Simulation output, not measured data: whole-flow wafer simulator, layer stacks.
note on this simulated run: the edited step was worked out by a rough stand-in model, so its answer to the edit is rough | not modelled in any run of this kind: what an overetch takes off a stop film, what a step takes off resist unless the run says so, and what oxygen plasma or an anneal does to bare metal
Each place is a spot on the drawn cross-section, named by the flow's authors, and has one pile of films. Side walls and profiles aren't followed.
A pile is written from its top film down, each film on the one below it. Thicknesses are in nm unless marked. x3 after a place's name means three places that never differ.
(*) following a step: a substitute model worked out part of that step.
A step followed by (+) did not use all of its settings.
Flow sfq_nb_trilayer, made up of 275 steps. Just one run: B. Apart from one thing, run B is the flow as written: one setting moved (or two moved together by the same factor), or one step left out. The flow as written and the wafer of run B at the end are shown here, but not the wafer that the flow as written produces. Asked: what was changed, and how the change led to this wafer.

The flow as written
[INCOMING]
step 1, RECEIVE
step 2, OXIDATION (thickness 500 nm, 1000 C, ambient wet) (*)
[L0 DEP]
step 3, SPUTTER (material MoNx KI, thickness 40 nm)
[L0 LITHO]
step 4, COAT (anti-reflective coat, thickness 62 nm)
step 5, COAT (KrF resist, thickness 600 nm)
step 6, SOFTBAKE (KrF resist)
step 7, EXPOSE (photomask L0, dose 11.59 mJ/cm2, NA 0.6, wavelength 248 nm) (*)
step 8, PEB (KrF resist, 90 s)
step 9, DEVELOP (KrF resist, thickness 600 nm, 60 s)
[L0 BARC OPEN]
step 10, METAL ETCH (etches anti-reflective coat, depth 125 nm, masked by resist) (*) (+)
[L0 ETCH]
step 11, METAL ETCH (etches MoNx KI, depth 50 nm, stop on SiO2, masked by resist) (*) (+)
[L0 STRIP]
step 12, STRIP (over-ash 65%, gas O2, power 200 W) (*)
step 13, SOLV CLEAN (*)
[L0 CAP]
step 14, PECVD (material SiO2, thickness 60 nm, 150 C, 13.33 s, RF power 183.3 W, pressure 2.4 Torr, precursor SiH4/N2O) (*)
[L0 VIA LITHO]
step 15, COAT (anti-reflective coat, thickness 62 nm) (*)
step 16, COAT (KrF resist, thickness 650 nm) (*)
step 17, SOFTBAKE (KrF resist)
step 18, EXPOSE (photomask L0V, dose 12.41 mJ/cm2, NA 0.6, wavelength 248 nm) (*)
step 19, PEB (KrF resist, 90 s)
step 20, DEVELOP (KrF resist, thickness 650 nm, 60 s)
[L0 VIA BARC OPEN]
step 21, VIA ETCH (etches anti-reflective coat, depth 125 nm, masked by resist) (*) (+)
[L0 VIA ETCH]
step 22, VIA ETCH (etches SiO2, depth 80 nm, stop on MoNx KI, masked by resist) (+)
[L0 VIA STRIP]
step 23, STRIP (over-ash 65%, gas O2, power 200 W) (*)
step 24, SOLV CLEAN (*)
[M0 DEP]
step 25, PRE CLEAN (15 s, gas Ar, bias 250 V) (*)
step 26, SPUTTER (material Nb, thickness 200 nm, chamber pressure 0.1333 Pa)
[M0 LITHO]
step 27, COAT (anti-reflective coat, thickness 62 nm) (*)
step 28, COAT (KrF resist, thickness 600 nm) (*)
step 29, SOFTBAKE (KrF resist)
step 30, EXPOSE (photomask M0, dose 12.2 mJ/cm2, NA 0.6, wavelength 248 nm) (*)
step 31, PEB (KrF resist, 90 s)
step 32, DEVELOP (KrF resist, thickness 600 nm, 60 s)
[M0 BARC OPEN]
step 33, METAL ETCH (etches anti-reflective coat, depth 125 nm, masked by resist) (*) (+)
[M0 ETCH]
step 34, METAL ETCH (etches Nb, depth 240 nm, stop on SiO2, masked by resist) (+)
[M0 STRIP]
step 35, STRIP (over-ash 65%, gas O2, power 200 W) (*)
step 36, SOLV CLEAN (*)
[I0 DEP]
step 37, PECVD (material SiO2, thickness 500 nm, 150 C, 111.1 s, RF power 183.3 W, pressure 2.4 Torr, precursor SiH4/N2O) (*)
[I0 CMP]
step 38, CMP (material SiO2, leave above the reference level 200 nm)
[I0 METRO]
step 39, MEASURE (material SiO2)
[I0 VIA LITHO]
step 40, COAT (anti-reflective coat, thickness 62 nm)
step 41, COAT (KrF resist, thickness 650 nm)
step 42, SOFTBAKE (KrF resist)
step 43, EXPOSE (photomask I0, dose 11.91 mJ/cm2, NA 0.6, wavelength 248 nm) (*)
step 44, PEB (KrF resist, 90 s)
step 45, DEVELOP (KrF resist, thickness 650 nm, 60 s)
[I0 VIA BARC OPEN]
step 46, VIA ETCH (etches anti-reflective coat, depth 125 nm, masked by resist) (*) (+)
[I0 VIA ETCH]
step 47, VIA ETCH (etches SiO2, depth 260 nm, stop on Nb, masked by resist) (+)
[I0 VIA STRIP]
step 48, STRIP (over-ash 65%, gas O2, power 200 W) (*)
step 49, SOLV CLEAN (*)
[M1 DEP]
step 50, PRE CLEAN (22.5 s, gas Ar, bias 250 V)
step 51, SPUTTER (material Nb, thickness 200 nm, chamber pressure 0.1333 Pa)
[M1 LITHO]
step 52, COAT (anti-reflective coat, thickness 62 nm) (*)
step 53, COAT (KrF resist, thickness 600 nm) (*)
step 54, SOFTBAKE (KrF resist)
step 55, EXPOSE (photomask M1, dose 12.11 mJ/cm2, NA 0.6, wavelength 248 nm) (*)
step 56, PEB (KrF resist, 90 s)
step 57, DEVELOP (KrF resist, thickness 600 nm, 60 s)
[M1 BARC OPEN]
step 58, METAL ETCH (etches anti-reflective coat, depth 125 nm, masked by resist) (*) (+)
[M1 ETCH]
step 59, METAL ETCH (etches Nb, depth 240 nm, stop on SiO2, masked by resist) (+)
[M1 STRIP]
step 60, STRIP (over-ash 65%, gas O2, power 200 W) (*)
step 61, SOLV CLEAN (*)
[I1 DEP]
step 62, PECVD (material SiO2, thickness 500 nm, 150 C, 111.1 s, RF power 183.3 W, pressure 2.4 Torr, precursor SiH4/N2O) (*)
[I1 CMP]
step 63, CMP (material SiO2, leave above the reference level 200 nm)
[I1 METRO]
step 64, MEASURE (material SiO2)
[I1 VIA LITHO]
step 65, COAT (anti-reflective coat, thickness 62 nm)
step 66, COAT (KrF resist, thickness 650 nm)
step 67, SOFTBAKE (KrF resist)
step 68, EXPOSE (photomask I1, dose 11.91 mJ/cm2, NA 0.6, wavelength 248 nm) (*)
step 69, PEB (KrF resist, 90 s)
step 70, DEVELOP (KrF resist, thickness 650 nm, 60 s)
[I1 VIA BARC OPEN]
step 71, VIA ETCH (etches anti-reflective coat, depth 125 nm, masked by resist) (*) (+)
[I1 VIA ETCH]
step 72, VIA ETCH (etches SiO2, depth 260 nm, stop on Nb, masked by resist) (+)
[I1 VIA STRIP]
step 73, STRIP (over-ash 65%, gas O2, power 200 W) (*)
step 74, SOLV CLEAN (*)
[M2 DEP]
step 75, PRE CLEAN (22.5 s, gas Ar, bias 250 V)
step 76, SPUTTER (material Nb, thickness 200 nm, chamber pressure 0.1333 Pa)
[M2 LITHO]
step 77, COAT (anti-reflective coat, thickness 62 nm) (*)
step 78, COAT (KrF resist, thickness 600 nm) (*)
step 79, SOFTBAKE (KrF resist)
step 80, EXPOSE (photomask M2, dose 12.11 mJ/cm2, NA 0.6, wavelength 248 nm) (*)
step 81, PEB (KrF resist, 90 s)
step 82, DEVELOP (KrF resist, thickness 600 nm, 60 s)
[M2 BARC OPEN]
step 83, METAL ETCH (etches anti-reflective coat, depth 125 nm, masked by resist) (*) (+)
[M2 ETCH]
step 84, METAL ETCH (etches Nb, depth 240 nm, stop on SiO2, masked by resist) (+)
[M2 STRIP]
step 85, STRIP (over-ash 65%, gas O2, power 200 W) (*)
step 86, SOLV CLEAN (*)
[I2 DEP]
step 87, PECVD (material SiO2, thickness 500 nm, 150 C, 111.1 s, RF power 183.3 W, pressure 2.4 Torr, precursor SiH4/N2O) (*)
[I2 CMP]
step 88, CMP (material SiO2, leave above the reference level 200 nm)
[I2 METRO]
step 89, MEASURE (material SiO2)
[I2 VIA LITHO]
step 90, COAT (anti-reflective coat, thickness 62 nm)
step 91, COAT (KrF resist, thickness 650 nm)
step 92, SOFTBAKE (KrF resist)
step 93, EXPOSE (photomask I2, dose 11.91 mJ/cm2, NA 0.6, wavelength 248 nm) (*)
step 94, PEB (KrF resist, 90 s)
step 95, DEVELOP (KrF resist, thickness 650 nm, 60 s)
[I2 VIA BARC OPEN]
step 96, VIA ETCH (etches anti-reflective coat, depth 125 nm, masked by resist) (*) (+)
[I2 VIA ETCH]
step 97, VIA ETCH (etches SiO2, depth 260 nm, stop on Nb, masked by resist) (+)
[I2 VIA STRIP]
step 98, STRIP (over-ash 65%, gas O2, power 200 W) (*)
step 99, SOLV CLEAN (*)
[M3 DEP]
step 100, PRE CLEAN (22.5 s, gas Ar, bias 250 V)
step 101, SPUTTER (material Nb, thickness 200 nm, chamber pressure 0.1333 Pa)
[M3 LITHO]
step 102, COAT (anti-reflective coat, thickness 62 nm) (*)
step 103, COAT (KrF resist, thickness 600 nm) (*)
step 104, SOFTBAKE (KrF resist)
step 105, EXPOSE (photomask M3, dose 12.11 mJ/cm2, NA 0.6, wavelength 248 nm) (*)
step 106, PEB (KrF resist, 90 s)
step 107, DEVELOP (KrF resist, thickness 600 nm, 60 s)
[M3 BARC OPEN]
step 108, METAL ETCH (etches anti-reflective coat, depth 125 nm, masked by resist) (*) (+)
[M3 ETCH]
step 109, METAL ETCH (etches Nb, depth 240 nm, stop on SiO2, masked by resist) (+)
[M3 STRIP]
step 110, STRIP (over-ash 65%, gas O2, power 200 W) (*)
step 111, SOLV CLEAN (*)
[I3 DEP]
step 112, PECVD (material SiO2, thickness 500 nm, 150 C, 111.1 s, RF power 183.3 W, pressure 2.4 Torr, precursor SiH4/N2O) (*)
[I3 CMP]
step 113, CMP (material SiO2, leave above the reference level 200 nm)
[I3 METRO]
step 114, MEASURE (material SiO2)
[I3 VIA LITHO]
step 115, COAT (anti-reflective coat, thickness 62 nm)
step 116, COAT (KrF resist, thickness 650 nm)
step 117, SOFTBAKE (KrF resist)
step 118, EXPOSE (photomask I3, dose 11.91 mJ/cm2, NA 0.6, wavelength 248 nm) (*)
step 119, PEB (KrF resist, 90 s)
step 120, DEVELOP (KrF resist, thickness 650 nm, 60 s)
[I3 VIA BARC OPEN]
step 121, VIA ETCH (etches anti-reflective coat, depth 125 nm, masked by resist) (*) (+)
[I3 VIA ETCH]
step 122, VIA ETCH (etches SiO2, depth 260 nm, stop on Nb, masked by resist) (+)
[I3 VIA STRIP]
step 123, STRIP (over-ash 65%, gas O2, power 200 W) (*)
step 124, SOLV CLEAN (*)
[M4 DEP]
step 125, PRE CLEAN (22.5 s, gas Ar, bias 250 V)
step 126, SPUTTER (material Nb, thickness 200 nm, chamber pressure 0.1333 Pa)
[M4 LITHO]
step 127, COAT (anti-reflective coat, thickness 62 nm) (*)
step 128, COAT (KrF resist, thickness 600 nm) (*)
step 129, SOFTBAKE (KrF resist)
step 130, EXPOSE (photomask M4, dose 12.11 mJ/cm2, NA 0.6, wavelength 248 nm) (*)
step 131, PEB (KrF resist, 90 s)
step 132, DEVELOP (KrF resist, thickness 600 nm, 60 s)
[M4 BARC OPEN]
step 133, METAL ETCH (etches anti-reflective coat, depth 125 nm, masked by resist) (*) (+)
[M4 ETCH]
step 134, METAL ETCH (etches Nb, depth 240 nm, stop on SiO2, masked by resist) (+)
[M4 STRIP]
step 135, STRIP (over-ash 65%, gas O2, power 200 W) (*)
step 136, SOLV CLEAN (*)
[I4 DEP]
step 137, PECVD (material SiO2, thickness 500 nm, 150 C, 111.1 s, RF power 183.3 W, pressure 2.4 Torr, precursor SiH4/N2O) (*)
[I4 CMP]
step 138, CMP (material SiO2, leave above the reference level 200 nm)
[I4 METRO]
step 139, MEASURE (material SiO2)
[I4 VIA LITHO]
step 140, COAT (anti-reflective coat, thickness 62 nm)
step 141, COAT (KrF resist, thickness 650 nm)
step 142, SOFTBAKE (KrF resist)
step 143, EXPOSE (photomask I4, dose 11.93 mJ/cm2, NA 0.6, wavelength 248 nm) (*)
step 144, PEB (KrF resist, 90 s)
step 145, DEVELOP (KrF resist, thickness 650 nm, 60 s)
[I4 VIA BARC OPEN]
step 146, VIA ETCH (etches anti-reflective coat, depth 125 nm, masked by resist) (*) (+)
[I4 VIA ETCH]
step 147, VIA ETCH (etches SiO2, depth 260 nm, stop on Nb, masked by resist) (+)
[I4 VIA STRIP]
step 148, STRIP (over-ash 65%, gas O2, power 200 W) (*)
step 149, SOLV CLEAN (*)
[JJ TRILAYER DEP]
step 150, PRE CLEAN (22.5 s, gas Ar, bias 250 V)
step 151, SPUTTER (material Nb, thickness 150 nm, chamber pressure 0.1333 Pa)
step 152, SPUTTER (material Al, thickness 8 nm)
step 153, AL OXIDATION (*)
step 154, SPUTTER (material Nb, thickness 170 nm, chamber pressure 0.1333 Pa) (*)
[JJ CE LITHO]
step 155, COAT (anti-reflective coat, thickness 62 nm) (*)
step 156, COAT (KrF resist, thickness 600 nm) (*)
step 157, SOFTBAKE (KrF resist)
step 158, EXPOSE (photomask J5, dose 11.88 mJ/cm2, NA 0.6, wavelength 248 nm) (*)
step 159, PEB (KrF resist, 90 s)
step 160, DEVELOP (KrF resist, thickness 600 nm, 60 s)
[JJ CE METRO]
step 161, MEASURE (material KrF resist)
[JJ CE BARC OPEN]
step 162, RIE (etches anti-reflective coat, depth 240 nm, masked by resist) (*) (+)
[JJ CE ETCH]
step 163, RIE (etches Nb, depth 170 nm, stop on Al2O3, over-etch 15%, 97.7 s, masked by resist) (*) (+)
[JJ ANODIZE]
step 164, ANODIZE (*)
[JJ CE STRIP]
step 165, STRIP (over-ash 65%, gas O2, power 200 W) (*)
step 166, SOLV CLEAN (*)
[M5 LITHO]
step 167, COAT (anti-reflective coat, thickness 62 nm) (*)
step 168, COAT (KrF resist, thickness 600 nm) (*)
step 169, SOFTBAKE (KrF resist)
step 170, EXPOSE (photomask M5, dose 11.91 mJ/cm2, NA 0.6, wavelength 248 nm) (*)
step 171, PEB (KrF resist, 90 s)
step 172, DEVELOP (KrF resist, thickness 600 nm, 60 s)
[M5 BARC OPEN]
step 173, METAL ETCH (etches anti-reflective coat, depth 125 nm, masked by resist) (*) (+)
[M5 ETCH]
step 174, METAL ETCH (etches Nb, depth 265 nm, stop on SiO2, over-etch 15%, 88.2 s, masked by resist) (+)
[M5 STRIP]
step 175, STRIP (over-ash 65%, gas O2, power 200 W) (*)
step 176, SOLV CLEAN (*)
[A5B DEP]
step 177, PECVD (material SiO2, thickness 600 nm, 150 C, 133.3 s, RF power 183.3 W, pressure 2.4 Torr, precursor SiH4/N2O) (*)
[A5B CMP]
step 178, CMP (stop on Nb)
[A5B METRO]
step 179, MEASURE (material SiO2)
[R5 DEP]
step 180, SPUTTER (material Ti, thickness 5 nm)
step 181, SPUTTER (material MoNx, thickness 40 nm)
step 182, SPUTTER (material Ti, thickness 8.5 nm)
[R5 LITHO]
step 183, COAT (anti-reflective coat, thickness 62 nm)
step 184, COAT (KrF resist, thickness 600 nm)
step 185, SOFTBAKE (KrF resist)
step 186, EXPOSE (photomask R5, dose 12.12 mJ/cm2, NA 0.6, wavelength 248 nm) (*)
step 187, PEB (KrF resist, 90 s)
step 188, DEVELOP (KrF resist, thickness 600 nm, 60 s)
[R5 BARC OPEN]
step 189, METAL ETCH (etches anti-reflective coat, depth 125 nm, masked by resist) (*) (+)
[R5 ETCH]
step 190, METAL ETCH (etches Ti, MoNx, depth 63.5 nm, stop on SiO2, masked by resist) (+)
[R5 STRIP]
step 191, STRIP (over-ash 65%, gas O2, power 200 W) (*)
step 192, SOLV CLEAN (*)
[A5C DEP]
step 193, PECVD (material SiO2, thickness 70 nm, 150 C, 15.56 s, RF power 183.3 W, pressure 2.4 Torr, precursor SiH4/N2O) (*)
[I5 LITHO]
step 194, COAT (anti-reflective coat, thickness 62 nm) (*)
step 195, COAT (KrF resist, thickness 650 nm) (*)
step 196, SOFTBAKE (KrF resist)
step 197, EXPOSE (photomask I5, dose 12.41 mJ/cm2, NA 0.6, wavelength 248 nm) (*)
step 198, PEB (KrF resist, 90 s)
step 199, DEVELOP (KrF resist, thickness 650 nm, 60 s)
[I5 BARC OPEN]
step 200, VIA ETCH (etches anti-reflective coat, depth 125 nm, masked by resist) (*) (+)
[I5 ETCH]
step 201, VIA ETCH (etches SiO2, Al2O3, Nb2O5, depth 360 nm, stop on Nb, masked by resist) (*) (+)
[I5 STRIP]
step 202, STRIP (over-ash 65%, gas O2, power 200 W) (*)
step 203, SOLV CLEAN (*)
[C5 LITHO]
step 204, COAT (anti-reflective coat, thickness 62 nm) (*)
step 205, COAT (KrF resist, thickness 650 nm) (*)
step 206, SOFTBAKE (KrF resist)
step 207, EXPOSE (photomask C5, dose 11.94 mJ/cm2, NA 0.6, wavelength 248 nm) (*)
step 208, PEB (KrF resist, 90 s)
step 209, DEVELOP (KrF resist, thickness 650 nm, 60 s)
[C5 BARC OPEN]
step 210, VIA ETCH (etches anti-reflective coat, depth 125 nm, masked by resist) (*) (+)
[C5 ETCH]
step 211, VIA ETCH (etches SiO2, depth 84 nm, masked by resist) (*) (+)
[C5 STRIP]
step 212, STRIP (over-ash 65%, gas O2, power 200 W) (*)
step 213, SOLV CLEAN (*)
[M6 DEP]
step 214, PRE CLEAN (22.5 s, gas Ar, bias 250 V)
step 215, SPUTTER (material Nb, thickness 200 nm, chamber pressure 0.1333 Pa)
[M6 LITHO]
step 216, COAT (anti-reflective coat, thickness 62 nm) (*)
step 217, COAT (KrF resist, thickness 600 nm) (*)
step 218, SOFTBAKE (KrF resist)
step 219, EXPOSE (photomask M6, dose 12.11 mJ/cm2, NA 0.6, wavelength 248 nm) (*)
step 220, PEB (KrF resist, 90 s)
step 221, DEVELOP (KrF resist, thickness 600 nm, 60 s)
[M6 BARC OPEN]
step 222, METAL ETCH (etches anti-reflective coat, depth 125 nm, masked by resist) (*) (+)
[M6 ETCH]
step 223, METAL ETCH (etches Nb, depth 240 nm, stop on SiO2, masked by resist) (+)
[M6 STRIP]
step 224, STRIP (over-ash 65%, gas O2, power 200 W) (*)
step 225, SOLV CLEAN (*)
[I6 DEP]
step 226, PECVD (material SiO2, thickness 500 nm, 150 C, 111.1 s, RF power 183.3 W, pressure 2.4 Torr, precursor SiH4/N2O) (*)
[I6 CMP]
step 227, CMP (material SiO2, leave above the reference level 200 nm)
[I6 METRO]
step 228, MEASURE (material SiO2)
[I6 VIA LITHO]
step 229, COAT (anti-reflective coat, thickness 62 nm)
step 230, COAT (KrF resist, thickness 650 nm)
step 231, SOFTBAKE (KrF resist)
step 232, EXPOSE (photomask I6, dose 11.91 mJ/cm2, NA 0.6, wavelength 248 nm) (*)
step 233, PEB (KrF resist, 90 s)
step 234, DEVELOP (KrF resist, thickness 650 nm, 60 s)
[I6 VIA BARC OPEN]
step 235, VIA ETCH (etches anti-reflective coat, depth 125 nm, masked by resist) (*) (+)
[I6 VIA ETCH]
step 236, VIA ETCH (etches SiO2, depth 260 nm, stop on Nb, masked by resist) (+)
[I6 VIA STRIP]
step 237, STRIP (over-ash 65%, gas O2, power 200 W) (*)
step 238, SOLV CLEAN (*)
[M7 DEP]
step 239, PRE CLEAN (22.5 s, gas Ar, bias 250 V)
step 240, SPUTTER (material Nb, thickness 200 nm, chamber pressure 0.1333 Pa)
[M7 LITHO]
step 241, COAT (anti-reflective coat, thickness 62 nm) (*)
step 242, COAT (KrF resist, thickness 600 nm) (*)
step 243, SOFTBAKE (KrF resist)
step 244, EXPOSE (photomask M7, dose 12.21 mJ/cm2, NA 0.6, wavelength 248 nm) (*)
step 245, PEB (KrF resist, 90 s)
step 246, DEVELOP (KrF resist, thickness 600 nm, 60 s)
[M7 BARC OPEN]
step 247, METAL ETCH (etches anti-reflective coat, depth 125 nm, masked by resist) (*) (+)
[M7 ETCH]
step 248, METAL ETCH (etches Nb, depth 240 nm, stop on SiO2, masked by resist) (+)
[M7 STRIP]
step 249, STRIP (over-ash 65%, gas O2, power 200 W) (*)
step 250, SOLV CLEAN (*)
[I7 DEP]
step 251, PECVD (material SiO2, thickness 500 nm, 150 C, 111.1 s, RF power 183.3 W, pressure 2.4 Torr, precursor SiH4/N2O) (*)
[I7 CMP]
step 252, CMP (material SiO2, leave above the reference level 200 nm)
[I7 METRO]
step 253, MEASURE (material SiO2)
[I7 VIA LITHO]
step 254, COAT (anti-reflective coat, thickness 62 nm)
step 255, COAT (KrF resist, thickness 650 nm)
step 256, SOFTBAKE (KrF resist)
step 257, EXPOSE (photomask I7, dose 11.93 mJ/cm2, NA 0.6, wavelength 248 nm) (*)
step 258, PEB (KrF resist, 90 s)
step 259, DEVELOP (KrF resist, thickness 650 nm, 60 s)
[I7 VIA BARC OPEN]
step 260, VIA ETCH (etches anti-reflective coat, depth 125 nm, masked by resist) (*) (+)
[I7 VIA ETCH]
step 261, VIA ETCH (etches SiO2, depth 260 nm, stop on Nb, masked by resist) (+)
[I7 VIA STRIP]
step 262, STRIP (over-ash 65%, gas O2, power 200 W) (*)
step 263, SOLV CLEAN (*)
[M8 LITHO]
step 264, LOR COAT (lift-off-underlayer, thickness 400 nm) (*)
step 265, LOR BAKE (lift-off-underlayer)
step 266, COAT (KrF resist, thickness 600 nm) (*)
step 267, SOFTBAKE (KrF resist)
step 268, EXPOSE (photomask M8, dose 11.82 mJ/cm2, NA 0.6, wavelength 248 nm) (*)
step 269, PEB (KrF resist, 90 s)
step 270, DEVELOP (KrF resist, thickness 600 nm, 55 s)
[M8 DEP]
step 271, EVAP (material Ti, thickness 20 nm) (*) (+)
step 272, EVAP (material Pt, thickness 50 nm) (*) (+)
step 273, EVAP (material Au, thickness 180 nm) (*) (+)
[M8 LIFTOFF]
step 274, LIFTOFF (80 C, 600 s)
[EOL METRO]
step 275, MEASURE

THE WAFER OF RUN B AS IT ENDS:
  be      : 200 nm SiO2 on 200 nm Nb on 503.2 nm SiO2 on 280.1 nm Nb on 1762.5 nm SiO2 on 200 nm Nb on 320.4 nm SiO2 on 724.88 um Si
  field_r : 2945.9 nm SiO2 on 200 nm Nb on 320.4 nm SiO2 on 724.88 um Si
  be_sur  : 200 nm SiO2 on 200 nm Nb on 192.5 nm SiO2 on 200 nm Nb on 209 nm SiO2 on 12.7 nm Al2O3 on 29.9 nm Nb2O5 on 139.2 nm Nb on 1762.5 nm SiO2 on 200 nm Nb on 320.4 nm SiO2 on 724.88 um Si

Cause: step 2, OXIDATION: 925 C was run, whereas the flow has 1000 C.

The path from the change to this, step by step:
  step 2, OXIDATION (thickness 500 nm, 1000 C, ambient wet) (*)
      field_l, v_sur, via_wl and 103 more: +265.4 SiO2 (new film), -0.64 chemical SiO2 (all of it), -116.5 Si (as written it would have been: +500 SiO2 (new film), -0.64 chemical SiO2 (all of it), -219.7 Si)
